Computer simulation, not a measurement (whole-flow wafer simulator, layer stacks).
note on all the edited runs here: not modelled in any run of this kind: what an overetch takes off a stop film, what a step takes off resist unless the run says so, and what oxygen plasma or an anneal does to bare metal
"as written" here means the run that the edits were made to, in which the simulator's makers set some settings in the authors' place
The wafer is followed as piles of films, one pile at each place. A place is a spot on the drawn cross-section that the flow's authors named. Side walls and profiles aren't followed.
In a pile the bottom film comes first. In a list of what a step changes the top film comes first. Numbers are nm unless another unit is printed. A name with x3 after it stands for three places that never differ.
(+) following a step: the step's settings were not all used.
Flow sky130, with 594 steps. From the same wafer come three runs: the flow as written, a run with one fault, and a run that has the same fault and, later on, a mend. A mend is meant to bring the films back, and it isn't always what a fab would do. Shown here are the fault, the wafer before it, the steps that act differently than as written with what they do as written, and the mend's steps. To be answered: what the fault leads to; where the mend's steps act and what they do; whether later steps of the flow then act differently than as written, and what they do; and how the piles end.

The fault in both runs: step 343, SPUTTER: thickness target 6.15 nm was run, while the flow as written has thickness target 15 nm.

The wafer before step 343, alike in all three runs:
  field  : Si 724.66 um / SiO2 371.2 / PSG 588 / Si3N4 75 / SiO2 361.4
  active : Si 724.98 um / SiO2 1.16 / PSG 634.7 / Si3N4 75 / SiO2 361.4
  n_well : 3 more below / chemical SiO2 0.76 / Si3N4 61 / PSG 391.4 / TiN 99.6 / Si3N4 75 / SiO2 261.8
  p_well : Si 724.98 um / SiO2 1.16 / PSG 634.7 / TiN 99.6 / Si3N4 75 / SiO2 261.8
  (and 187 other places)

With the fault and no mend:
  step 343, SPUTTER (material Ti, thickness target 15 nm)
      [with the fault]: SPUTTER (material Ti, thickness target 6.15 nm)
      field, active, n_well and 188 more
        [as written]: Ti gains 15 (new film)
        [with the fault]: Ti gains 6.15 (new film)
  Steps further on in the flow that do not act as written (17 other steps are not shown; they differ only slightly, by no more than 2% or 0.5 nm, whichever is larger):
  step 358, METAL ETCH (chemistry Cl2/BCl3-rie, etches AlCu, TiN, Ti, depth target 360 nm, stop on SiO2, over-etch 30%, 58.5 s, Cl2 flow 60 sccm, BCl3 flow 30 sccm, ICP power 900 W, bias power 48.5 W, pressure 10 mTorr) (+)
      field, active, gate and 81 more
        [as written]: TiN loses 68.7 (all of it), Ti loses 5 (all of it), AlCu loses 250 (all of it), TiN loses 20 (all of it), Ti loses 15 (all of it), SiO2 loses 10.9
        [with the fault]: TiN loses 68.7 (all of it), Ti loses 5 (all of it), AlCu loses 250 (all of it), TiN loses 20 (all of it), Ti loses 6.15 (all of it), SiO2 loses 11.8
  The piles end different from the flow's at n_well, p_well, gate_hv and 104 more by more than 2% or 0.5 nm, whichever is larger.
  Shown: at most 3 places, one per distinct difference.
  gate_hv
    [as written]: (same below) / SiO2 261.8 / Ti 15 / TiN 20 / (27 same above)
    [with the fault]: (same below) / SiO2 261.8 / Ti 6.15 / TiN 20 / (27 same above)
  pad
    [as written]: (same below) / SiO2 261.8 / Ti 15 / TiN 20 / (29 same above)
    [with the fault]: (same below) / SiO2 261.8 / Ti 6.15 / TiN 20 / (29 same above)
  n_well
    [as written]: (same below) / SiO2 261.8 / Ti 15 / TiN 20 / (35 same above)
    [with the fault]: (same below) / SiO2 261.8 / Ti 6.15 / TiN 20 / (35 same above)

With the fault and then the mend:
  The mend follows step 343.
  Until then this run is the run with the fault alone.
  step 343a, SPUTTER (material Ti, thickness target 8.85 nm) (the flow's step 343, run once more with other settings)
      field, active, n_well and 188 more
        Ti gains 8.85
  Later steps of the flow that are run all act as written at every place that is followed.
  The piles end the same as the flow's at every place that both follow.
